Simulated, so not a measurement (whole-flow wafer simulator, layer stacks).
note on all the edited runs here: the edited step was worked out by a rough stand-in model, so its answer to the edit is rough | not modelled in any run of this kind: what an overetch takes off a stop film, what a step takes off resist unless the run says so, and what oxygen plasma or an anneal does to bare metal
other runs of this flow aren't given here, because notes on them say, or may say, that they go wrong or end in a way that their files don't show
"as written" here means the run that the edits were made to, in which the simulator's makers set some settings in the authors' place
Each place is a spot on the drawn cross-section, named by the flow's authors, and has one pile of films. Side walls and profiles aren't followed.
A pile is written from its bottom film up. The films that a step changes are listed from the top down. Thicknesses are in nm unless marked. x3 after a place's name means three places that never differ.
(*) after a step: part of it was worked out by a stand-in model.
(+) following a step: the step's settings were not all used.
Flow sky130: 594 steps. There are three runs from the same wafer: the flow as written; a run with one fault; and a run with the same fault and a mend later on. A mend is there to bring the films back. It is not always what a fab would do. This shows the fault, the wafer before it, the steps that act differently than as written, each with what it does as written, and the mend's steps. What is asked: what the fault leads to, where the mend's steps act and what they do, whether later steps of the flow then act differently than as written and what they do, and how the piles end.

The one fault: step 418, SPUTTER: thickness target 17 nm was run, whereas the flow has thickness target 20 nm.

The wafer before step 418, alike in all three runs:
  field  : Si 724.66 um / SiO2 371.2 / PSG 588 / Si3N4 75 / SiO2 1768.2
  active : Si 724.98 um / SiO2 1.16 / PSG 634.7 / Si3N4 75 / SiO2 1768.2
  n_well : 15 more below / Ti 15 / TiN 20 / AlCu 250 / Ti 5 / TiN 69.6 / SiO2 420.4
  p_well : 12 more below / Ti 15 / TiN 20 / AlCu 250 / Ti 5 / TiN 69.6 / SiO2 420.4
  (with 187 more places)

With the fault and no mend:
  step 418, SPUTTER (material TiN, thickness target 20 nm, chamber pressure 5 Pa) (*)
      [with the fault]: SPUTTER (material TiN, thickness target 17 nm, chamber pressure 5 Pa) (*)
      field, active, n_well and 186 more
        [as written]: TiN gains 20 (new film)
        [with the fault]: TiN gains 17 (new film)
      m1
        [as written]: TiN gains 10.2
        [with the fault]: TiN gains 8.66
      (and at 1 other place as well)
  Later steps of the flow acting differently than as written (1 more step, not shown, differs only slightly: by at most 2% or 0.5 nm, whichever is larger):
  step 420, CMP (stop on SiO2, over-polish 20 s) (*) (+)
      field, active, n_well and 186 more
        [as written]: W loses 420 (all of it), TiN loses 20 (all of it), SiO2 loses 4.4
        [with the fault]: W loses 420 (all of it), TiN loses 17 (all of it), SiO2 loses 4.4
  When the end is reached, the piles differ only a little from the flow's at the places that both follow, at most by 2% or 0.5 nm, whichever is larger.

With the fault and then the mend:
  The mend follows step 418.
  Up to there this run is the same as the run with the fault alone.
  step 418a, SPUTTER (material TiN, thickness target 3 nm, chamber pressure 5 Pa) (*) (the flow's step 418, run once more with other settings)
      field, active, n_well and 186 more
        TiN gains 3
      m1
        TiN gains 1.52
      via2_hole
        TiN gains 1.5
  Every later step of the flow that is run acts as written at every place that is followed.
  The piles end the same as the flow's at every place that both follow.
